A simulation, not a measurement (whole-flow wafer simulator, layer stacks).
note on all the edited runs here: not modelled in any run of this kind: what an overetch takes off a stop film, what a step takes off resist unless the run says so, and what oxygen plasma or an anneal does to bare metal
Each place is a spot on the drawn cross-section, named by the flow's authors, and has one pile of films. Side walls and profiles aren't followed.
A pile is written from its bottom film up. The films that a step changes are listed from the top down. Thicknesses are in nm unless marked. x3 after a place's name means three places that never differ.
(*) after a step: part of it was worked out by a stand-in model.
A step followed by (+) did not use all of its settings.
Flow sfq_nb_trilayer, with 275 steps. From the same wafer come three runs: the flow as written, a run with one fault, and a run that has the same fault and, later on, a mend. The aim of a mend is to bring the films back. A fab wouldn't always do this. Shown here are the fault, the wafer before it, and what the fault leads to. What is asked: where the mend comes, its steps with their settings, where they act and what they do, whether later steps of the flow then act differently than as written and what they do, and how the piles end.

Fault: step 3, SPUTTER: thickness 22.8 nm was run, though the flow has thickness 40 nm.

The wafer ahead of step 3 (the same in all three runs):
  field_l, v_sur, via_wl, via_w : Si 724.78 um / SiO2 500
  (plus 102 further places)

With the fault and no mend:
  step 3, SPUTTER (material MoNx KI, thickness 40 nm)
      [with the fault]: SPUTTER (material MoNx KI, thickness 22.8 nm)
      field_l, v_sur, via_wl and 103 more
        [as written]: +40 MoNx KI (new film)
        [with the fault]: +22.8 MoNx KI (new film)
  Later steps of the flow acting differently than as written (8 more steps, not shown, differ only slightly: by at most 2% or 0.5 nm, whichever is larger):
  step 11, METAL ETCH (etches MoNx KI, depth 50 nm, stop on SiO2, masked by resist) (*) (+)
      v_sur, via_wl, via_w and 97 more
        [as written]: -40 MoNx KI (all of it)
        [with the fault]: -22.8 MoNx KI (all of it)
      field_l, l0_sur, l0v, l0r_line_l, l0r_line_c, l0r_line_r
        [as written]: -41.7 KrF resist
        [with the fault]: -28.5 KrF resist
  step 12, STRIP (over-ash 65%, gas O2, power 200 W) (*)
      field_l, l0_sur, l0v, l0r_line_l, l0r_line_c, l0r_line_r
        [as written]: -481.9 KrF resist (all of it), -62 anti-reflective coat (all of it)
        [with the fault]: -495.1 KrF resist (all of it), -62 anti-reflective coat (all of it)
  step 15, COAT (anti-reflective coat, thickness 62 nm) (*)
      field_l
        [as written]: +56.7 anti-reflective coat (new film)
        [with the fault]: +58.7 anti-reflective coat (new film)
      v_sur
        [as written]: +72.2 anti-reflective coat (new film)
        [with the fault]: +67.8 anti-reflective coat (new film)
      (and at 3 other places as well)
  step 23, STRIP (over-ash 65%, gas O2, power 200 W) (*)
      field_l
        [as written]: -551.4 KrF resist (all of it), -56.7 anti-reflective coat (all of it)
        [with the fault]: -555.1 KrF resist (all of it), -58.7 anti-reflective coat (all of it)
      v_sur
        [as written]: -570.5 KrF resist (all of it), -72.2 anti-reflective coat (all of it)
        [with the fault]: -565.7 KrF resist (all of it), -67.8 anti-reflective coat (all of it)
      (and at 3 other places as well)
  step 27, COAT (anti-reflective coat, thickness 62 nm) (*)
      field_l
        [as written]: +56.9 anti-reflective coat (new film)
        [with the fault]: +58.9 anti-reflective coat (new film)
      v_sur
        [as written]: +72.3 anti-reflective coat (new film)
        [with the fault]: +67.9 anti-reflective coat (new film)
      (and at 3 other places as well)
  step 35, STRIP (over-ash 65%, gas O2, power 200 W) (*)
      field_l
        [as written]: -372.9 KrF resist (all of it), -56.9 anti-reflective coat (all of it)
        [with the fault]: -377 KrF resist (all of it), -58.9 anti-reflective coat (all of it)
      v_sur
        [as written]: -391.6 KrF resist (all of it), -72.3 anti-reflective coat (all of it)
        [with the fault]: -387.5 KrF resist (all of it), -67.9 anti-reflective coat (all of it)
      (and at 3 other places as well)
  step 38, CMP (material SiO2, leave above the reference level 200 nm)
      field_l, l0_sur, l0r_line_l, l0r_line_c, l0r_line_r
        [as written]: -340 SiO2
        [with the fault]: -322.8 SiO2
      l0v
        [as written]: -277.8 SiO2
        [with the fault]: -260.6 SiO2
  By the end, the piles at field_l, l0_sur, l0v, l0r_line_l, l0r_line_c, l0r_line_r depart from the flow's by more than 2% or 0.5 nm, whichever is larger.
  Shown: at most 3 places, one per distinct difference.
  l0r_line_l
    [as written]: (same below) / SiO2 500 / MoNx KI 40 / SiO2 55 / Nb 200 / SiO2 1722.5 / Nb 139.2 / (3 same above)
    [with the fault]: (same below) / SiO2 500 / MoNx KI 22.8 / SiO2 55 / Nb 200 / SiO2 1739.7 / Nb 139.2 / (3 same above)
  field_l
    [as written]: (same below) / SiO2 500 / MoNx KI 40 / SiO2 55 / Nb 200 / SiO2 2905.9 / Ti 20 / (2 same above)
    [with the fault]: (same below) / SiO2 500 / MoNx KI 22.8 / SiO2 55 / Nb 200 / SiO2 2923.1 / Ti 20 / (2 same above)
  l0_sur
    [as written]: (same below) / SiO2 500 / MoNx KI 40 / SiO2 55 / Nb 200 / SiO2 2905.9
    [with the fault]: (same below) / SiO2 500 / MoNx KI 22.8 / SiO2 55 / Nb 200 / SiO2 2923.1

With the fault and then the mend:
  After step 3 comes the mend.
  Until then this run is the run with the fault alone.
  step 3a, SPUTTER (material MoNx KI, thickness 17.2 nm) (the flow's step 3 again, with other settings)
      field_l, v_sur, via_wl and 103 more
        +17.2 MoNx KI
  None of the later steps of the flow acts differently than as written at any place that is followed.
  By the end, the piles equal the flow's at every place that both follow.
